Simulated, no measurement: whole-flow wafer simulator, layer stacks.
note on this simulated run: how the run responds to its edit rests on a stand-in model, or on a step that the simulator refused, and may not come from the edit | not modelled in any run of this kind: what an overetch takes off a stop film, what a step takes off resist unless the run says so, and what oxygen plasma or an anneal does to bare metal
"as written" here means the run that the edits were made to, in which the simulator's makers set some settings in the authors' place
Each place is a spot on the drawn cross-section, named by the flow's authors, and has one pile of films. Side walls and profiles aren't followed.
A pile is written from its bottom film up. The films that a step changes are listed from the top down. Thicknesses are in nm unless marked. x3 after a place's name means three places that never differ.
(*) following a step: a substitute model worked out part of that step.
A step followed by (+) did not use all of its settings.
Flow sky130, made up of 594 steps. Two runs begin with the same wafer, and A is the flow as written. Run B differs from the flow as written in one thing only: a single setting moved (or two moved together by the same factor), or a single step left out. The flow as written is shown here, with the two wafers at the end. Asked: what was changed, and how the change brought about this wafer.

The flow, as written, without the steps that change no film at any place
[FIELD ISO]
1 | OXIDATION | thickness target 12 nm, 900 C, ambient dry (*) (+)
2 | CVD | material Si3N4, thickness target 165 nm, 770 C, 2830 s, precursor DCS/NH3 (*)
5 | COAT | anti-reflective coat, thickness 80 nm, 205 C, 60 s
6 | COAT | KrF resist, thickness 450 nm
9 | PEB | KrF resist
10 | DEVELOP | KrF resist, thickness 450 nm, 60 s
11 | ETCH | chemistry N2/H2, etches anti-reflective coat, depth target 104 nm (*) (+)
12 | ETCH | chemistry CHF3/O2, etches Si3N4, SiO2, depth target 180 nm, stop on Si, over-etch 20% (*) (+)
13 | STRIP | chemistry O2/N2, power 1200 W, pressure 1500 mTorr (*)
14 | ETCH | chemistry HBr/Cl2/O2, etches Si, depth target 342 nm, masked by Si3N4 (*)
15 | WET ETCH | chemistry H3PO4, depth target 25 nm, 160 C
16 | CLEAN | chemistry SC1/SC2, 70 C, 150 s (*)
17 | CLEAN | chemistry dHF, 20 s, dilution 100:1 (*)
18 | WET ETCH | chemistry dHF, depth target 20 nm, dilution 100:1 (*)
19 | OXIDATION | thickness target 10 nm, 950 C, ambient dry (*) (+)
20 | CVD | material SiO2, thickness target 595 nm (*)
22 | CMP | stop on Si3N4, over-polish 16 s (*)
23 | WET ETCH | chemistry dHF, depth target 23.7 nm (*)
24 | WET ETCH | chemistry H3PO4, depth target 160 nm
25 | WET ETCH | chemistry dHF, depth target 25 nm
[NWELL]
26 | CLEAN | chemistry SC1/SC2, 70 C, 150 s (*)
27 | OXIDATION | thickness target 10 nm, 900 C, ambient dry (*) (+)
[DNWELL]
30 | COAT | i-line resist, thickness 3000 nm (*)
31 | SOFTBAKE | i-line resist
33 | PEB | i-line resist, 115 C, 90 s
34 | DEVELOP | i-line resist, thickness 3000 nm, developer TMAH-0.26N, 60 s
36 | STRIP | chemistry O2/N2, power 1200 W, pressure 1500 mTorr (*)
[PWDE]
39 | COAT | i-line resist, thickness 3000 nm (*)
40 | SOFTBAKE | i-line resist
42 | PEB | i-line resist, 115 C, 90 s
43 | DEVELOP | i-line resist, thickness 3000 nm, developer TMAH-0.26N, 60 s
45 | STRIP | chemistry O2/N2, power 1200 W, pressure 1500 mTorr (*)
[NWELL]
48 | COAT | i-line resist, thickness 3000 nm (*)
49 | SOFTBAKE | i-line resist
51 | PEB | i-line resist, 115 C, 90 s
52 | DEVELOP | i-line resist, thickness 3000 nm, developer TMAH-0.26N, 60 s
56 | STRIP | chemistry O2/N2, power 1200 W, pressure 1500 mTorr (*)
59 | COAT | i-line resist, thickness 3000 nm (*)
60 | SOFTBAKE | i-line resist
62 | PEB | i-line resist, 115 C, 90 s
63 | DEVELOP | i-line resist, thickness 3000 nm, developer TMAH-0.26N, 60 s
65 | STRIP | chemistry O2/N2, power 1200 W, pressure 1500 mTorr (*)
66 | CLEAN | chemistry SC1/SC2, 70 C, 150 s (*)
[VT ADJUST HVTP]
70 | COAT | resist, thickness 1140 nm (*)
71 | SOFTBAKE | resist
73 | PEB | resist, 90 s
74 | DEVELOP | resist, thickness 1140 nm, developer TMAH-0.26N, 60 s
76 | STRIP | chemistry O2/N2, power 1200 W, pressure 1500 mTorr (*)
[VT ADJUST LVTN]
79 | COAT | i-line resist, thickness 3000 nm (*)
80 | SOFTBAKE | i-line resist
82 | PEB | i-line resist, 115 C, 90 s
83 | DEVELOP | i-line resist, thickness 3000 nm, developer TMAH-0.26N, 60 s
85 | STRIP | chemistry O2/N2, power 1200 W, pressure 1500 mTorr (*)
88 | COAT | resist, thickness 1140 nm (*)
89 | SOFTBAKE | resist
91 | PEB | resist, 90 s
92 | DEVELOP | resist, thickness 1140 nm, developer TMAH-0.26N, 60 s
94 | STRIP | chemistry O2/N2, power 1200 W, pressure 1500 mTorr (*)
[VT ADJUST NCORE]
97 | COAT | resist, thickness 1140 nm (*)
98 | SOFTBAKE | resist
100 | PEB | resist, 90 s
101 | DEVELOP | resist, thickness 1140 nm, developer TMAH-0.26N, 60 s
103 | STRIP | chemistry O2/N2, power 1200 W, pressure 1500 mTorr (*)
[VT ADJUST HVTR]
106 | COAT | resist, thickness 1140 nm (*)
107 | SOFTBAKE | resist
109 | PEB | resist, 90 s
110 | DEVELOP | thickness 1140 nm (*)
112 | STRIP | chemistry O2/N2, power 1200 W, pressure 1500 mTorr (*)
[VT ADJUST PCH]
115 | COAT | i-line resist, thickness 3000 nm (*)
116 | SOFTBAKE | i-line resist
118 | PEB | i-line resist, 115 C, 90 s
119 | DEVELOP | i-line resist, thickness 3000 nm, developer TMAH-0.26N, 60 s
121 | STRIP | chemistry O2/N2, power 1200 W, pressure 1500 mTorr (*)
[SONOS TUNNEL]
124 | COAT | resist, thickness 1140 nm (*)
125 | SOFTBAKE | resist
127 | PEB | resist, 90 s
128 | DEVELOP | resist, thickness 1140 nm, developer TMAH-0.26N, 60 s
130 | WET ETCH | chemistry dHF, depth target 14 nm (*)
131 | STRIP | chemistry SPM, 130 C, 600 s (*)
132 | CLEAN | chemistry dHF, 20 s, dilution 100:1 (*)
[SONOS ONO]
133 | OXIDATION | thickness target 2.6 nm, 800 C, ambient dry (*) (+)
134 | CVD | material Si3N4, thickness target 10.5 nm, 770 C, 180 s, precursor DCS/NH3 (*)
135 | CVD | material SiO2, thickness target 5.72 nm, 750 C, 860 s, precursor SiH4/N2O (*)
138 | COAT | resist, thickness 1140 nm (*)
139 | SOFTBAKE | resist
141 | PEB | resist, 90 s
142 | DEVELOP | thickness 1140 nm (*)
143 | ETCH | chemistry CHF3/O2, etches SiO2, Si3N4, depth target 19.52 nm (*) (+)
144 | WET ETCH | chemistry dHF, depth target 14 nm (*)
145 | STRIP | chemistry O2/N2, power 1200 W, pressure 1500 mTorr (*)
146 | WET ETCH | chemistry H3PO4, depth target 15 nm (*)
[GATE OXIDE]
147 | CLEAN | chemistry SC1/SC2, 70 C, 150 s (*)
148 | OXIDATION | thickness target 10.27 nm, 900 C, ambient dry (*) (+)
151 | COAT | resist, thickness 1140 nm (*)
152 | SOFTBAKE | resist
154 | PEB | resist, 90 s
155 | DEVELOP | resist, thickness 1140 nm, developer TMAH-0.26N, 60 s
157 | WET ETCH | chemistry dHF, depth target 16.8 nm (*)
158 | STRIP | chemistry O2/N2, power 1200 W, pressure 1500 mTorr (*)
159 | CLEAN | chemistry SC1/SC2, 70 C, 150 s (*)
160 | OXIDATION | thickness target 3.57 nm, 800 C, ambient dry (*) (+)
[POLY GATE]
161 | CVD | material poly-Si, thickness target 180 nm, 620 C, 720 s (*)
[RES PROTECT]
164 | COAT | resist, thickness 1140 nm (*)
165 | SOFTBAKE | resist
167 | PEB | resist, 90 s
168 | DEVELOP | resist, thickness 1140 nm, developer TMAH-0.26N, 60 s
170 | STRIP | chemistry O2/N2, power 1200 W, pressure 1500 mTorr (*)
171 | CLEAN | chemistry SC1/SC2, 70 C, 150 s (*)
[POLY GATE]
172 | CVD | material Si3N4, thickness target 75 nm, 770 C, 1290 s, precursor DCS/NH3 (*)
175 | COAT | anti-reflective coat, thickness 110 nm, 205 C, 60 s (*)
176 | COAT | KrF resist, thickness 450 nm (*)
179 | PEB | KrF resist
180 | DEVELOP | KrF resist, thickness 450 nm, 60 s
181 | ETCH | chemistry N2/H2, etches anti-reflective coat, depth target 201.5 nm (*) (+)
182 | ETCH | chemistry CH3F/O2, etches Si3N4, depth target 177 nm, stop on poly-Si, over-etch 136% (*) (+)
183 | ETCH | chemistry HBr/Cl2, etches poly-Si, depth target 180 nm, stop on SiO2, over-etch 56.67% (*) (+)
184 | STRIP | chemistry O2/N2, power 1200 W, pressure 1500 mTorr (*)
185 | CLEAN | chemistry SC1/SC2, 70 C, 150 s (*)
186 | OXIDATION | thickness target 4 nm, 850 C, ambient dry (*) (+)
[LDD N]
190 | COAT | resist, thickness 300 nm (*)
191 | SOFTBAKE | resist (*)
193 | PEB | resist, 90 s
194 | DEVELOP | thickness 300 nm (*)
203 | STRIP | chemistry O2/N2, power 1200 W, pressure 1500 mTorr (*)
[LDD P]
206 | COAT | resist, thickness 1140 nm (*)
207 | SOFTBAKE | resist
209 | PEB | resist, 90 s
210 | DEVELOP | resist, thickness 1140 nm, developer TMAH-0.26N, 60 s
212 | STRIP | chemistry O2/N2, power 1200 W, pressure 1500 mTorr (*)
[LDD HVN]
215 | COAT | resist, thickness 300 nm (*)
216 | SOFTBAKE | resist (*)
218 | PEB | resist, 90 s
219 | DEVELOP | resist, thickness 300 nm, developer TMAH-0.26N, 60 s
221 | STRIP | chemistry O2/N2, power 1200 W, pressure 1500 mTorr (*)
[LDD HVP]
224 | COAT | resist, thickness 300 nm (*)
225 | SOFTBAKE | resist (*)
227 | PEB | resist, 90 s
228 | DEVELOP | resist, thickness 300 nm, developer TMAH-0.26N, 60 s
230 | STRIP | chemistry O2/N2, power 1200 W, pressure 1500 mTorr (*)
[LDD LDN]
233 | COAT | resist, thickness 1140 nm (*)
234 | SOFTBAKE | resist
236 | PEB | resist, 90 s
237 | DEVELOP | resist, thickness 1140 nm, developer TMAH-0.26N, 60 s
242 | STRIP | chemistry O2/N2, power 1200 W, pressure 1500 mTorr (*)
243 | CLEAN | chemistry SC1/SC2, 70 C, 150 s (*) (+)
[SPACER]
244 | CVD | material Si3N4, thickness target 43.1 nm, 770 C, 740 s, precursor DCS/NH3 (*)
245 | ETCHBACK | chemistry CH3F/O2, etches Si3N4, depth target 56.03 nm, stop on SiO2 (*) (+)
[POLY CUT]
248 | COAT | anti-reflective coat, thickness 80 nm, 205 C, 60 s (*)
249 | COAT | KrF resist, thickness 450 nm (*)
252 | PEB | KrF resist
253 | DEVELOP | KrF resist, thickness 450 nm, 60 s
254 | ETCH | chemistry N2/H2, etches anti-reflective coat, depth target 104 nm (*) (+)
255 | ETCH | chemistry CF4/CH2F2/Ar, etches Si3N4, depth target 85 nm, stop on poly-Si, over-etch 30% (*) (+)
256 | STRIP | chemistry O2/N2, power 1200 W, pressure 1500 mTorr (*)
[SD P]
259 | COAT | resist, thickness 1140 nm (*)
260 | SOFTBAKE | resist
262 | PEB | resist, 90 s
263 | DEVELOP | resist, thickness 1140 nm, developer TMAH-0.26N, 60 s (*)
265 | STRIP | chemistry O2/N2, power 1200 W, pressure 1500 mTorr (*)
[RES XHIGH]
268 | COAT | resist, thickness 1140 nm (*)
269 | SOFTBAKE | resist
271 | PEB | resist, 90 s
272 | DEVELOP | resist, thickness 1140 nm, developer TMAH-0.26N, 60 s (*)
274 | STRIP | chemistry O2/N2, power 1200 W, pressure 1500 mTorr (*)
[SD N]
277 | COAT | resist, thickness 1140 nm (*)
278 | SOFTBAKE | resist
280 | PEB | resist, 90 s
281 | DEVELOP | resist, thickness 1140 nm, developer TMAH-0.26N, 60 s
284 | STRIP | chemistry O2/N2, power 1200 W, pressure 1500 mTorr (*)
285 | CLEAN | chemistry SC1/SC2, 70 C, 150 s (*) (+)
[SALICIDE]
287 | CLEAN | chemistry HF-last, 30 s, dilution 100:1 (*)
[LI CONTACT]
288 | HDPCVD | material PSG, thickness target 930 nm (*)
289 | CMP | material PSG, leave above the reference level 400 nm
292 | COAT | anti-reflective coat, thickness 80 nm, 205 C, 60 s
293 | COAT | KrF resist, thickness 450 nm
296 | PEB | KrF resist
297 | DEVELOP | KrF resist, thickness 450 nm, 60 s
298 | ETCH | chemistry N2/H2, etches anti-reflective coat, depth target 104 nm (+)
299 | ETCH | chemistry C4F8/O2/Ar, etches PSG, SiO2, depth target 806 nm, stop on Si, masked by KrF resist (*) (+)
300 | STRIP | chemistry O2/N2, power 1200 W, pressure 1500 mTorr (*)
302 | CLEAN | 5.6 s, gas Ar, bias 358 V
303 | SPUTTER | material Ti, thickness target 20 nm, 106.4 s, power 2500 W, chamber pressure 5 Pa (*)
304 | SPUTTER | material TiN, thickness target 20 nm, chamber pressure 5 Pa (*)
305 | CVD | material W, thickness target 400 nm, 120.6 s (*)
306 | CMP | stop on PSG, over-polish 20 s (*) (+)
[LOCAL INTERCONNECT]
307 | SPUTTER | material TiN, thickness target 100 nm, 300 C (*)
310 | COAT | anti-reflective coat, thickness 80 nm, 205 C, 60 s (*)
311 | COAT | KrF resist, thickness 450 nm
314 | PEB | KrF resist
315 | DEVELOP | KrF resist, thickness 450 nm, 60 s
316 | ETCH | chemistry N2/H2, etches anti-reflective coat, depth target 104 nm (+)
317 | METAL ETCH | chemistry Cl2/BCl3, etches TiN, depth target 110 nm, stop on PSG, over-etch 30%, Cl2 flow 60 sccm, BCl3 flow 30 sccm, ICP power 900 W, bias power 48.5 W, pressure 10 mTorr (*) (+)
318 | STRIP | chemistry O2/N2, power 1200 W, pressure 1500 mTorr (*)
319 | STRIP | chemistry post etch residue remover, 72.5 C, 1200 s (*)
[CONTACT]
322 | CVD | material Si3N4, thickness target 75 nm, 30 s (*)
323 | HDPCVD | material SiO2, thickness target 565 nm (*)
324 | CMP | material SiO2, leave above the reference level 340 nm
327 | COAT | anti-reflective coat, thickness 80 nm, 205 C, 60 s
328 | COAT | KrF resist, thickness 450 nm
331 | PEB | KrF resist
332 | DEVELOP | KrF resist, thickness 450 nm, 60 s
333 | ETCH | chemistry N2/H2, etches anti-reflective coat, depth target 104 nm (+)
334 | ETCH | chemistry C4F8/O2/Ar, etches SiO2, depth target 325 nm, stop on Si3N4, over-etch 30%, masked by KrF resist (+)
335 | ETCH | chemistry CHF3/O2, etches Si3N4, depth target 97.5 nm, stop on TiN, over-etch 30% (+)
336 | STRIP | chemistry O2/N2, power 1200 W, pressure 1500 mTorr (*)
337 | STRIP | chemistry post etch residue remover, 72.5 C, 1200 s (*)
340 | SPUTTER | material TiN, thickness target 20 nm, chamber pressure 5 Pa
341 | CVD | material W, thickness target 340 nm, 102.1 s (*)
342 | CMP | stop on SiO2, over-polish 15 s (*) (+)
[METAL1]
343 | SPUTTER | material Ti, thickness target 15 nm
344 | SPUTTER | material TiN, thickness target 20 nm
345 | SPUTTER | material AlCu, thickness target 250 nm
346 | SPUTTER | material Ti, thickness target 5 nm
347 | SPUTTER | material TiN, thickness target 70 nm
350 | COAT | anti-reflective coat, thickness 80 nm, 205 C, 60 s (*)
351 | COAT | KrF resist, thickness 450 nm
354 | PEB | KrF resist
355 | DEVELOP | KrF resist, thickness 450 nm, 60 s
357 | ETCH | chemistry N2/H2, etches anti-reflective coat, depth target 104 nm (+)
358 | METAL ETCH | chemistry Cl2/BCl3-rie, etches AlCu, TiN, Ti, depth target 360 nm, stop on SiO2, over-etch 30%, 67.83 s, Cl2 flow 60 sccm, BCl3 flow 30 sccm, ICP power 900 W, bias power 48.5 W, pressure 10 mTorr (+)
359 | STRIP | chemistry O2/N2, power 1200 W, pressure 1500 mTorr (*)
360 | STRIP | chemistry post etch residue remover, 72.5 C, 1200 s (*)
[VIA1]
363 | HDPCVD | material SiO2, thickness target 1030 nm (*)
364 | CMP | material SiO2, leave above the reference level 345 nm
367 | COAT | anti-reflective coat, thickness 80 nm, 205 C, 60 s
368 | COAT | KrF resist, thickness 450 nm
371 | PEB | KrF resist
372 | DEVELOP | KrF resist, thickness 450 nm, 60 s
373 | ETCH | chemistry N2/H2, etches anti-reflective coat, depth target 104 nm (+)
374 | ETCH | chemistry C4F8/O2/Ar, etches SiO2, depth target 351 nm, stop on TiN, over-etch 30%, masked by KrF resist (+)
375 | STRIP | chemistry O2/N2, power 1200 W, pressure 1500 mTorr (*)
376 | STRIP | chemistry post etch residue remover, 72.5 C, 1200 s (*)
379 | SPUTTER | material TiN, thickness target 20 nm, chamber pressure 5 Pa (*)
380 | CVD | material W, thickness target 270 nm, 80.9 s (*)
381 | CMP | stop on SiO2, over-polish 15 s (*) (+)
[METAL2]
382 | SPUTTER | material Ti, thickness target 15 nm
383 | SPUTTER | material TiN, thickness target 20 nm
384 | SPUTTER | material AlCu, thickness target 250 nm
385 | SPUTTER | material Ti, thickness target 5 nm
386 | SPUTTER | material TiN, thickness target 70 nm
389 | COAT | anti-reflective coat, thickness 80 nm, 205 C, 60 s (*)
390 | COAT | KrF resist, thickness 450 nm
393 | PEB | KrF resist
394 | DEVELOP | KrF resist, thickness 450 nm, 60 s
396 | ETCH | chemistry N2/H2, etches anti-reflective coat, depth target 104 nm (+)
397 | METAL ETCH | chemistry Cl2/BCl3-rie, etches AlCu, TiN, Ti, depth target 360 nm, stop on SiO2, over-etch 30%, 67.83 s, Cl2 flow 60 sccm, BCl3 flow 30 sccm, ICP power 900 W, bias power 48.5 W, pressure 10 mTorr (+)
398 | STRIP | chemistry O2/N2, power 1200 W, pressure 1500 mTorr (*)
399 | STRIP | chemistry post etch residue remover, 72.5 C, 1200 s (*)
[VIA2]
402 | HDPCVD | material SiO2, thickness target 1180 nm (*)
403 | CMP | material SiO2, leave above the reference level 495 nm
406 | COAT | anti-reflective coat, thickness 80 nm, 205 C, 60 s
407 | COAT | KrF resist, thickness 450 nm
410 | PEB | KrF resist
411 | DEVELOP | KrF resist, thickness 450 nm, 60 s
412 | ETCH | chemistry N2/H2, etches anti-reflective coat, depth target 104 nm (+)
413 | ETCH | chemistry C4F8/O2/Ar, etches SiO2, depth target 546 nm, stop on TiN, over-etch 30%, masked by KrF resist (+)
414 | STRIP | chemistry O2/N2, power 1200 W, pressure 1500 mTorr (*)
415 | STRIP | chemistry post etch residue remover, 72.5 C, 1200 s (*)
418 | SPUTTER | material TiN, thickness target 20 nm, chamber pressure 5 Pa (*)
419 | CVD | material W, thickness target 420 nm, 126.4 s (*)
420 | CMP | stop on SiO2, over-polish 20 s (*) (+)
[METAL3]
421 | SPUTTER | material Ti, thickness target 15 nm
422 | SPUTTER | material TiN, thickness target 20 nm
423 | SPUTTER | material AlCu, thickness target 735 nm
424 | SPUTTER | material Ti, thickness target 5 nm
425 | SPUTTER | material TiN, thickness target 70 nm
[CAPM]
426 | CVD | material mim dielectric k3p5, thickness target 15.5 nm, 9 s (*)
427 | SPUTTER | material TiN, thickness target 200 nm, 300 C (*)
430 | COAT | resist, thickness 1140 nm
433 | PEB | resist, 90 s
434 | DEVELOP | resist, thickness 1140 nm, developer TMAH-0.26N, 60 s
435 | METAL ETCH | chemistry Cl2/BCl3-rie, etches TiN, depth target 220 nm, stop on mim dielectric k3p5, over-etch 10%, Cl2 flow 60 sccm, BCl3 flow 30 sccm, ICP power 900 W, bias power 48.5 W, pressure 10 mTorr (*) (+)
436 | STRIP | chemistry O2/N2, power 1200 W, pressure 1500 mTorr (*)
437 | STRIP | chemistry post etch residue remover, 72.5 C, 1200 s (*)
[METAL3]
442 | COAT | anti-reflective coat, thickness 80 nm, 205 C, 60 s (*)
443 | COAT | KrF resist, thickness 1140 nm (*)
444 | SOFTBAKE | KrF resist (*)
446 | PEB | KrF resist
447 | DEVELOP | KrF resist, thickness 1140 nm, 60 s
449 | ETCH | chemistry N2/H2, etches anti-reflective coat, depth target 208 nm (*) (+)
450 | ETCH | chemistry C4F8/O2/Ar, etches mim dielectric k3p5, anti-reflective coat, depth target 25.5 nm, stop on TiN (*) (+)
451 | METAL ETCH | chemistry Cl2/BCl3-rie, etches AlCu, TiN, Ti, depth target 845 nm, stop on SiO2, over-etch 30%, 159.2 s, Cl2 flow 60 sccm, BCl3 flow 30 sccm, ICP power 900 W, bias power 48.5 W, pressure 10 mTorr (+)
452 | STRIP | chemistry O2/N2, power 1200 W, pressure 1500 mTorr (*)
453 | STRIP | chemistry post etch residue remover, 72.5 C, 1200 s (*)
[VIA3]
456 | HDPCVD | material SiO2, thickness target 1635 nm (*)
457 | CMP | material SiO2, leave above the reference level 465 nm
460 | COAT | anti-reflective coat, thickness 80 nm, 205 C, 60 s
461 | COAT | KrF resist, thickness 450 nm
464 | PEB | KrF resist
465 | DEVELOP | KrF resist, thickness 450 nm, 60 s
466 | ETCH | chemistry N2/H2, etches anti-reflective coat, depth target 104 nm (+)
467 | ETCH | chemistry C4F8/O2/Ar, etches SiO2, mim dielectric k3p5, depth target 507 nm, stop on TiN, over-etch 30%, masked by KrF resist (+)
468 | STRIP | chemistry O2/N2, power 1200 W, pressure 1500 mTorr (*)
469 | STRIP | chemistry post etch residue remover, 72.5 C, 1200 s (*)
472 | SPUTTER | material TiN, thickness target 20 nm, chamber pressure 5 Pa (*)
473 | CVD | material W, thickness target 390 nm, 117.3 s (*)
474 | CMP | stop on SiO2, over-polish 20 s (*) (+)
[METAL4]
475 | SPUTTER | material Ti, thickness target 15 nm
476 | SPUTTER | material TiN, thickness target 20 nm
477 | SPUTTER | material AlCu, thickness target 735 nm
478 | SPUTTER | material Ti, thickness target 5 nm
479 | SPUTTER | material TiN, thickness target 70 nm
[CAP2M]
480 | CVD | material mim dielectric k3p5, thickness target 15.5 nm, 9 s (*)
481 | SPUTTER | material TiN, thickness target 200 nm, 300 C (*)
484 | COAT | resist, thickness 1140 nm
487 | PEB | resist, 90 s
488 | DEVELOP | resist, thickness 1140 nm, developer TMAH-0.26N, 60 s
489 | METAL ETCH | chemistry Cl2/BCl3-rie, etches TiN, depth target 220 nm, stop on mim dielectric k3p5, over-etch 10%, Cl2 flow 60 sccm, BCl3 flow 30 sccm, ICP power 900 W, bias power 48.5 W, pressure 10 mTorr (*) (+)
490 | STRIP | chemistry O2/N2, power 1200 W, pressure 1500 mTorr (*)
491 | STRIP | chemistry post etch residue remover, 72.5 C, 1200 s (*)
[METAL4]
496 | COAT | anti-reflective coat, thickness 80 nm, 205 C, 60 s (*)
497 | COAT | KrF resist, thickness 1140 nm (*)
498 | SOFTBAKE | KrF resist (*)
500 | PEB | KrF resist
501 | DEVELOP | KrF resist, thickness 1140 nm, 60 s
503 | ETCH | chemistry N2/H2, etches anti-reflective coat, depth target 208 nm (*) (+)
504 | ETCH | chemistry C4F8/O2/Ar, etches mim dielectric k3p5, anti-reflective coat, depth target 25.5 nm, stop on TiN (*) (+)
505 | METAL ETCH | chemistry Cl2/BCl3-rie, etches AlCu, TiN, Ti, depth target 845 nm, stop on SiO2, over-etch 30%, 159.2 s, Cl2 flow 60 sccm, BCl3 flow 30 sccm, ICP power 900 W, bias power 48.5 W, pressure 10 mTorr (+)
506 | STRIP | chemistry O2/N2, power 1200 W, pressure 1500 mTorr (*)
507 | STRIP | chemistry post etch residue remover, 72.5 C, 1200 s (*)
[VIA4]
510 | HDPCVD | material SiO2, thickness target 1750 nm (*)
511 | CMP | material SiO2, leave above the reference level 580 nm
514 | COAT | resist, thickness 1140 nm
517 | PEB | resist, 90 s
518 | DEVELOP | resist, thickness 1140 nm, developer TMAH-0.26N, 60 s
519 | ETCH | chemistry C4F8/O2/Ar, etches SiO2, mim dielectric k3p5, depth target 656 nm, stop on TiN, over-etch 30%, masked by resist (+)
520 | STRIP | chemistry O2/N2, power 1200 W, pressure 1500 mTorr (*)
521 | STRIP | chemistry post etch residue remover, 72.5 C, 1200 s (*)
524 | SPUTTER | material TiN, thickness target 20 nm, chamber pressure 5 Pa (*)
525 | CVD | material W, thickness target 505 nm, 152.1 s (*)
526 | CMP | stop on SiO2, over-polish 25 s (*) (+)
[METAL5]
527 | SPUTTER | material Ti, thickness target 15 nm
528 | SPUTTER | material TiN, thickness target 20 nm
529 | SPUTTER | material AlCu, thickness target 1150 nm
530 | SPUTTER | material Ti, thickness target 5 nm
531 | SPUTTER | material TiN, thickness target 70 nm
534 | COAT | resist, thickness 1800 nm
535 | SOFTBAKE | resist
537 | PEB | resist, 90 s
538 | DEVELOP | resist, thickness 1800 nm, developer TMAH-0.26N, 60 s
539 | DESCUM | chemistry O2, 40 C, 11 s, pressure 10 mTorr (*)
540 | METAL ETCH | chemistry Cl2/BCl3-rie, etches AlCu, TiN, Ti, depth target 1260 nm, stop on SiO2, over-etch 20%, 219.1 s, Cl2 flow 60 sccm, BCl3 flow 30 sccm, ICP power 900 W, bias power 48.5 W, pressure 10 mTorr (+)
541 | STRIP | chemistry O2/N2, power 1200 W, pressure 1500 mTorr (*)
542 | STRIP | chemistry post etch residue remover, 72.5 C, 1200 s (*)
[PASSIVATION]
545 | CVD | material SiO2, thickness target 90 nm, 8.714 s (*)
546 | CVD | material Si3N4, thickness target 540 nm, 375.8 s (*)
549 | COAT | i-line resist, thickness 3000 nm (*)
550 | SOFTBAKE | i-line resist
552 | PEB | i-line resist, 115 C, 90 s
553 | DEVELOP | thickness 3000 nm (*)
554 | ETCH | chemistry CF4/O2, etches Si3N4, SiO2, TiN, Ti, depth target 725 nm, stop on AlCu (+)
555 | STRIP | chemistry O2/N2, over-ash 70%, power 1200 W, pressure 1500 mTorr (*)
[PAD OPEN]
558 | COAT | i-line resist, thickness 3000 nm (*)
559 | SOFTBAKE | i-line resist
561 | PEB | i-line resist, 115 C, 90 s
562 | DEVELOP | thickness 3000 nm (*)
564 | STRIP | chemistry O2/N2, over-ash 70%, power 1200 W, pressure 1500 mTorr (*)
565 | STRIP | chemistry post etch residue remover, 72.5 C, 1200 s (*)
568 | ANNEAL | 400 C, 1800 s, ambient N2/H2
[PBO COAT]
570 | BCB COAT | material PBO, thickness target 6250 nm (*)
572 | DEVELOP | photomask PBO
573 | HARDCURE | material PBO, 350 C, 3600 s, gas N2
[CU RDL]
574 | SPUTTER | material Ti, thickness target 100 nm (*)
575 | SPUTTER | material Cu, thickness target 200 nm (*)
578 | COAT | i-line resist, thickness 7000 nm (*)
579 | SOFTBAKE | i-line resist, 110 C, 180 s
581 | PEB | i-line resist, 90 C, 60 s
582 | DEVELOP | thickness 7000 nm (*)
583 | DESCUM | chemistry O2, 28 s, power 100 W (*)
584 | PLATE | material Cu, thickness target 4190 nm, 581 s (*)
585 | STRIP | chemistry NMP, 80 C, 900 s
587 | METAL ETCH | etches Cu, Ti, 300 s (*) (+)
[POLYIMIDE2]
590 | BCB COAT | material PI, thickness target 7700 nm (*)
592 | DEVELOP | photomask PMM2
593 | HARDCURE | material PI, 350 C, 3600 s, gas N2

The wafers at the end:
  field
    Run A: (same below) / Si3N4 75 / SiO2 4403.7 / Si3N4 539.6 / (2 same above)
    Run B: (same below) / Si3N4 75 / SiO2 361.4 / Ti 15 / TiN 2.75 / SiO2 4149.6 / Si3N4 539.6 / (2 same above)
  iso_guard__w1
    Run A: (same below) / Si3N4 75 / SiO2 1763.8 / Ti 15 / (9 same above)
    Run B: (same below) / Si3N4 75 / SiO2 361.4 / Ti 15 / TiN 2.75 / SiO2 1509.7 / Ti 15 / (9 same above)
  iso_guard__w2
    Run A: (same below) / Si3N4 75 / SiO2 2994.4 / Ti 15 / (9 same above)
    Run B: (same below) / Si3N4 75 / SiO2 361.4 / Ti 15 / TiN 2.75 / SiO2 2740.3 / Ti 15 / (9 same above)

What caused this: step 345, SPUTTER: thickness target 375 nm was run, whereas the flow has thickness target 250 nm; step 346, SPUTTER: thickness target 7.5 nm was run, where the flow has thickness target 5 nm.

The path from the change to this, step by step:
  345 | SPUTTER | material AlCu, thickness target 250 nm
      field, active, n_well and 188 more: A AlCu gains 250 (new film) | B AlCu gains 375 (new film)
  346 | SPUTTER | material Ti, thickness target 5 nm
      field, active, n_well and 188 more: A Ti gains 5 (new film) | B Ti gains 7.5 (new film)
  358 | METAL ETCH | chemistry Cl2/BCl3-rie, etches AlCu, TiN, Ti, depth target 360 nm, stop on SiO2, over-etch 30%, 67.83 s, Cl2 flow 60 sccm, BCl3 flow 30 sccm, ICP power 900 W, bias power 48.5 W, pressure 10 mTorr (+)
      field, active, gate and 81 more: A TiN loses 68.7 (all of it), Ti loses 5 (all of it), AlCu loses 250 (all of it), TiN loses 20 (all of it), Ti loses 15 (all of it), SiO2 loses 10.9 | B TiN loses 68.7 (all of it), Ti loses 7.5 (all of it), AlCu loses 375 (all of it), TiN loses 16.8
  363 | HDPCVD | material SiO2, thickness target 1030 nm (*)
      field, active, gate and 81 more: A SiO2 gains 1030 | B SiO2 gains 1030 (new film)
  364 | CMP | material SiO2, leave above the reference level 345 nm
      field, active, gate and 81 more: A SiO2 loses 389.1 | B SiO2 loses 292.7
With metal films that touch counted as one body, field has 1 body; the flow as written gives 0 bodies.
With metal films that touch counted as one body, iso_guard__w1 has 2 bodies (between them, from the top down: SiO2 1509.7); the flow as written gives 1 body.
With metal films that touch counted as one body, iso_guard__w2 has 2 bodies (between them, from the top down: SiO2 2740.3); the flow as written gives 1 body.
